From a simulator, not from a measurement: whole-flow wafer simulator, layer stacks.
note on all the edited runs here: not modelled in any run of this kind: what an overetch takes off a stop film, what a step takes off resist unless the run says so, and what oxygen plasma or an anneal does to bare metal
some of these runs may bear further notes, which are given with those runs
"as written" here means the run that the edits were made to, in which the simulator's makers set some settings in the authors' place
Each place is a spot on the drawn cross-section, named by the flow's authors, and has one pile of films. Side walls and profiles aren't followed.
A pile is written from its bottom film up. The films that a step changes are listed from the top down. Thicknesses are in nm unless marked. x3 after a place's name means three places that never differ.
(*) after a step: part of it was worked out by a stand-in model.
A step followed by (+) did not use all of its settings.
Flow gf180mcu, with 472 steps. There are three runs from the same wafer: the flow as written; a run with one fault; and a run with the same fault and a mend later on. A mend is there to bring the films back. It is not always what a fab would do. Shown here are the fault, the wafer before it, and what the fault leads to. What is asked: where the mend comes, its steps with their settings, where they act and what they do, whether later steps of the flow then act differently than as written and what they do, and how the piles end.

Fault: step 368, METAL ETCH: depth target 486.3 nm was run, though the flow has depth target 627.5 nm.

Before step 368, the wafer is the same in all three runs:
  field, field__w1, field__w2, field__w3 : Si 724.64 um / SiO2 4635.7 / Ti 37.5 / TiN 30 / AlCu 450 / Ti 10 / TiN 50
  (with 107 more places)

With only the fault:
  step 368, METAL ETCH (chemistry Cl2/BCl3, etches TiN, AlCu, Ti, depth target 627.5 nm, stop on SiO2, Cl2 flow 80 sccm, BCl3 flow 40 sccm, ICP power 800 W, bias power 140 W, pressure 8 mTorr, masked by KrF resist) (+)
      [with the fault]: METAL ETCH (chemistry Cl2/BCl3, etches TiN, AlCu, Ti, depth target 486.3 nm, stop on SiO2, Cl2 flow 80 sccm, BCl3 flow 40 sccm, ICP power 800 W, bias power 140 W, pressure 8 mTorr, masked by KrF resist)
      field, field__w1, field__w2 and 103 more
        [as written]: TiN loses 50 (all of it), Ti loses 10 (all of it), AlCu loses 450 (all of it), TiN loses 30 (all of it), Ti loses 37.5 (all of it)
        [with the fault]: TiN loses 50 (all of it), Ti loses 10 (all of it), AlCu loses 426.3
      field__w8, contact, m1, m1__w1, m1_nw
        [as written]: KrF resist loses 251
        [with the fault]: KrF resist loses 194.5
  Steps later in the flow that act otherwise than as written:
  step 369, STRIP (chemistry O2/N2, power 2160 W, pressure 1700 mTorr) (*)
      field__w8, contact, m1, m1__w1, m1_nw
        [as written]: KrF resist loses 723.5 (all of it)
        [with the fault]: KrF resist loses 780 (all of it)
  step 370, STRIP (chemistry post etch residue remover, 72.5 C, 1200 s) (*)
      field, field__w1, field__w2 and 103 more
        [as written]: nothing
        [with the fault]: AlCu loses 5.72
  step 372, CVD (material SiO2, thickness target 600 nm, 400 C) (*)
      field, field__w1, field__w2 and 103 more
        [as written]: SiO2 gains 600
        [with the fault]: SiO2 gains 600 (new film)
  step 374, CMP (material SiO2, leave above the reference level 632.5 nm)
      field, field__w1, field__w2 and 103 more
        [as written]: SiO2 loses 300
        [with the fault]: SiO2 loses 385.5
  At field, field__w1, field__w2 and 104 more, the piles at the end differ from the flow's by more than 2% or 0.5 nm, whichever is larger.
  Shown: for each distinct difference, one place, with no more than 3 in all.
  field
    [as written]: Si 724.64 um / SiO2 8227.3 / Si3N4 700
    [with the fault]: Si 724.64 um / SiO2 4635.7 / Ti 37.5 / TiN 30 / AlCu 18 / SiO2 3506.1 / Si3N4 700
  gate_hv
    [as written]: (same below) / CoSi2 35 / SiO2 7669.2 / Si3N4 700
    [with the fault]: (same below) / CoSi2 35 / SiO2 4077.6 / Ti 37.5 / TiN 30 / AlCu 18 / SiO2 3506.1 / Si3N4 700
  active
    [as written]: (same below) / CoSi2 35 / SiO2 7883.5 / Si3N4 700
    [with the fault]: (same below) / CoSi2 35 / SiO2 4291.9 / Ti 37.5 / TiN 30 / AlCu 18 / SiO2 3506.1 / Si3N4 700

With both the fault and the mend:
  The mend stands after step 370.
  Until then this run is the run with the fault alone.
  step 370a, DEHYDRATE (200 C, 60 s) (the flow's step 361, run once more)
      leaves every film unchanged at each place that is followed
  step 370b, HMDS (120 C, 60 s) (the flow's step 362, run once more)
      leaves every film unchanged at each place that is followed
  step 370c, COAT (KrF resist, thickness 1000 nm) (*) (the flow's step 363, run once more)
      iso_ptap_pw, iso_ntap_nw, iso_nw_fld and 33 more
        KrF resist gains 1000 (new film)
      field_sub, field_sub__w1, field_sub__w2 and 12 more
        KrF resist gains 1002.8 (new film)
      field__w11, field__w13, p_well and 7 more
        KrF resist gains 1003.2 (new film)
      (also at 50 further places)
  step 370d, SOFTBAKE (KrF resist) (the flow's step 364, run once more)
      leaves every film unchanged at each place that is followed
  step 370e, EXPOSE (photomask Metal4) (the flow's step 365, run once more)
      leaves every film unchanged at each place that is followed
  step 370f, PEB (KrF resist, 135 C, 90 s) (the flow's step 366, run once more)
      field__w1, field__w2, field__w3 and 56 more
        KrF resist loses 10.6
      iso_ptap_pw, iso_ntap_nw, iso_nw_fld and 33 more
        KrF resist loses 10.5
      gate_hv, sd_p, polyc_n, polyc_n_rim
        KrF resist loses 10.7
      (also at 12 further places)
  step 370g, DEVELOP (thickness 1000 nm, 60 s) (the flow's step 367, run once more)
      iso_ptap_pw, iso_ntap_nw, iso_nw_fld and 33 more
        KrF resist loses 989.5 (all of it)
      field_sub__w4, ld_sd_p, ld_gate_p and 8 more
        KrF resist loses 992.3 (all of it)
      p_well, sti, spacer and 7 more
        KrF resist loses 992.6 (all of it)
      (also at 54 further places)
  step 370h, METAL ETCH (chemistry Cl2/BCl3, etches TiN, AlCu, Ti, depth target 141.2 nm, stop on SiO2, Cl2 flow 80 sccm, BCl3 flow 40 sccm, ICP power 800 W, bias power 140 W, pressure 8 mTorr, masked by KrF resist) (+) (the flow's step 368, run once more with other settings)
      field, field__w1, field__w2 and 103 more
        AlCu loses 18 (all of it), TiN loses 30 (all of it), Ti loses 37.5 (all of it)
      field__w8, contact, m1, m1__w1, m1_nw
        KrF resist loses 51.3
  step 370i, STRIP (chemistry O2/N2, power 2160 W, pressure 1700 mTorr) (*) (the flow's step 369, run once more)
      field__w8
        KrF resist loses 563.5 (all of it)
      contact
        KrF resist loses 561.4 (all of it)
      m1
        KrF resist loses 564.4 (all of it)
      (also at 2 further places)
  step 370j, STRIP (chemistry post etch residue remover, 72.5 C, 1200 s) (*) (the flow's step 370, run once more)
      field__w8, contact, m1, m1__w1, m1_nw
        TiN loses 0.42
  Later steps of the flow that are run all act as written at every place that is followed, up to a difference of at most 2% or 0.5 nm, whichever is larger.
  The piles end only slightly different from the flow's at the places that both follow, by no more than 2% or 0.5 nm, whichever is larger.
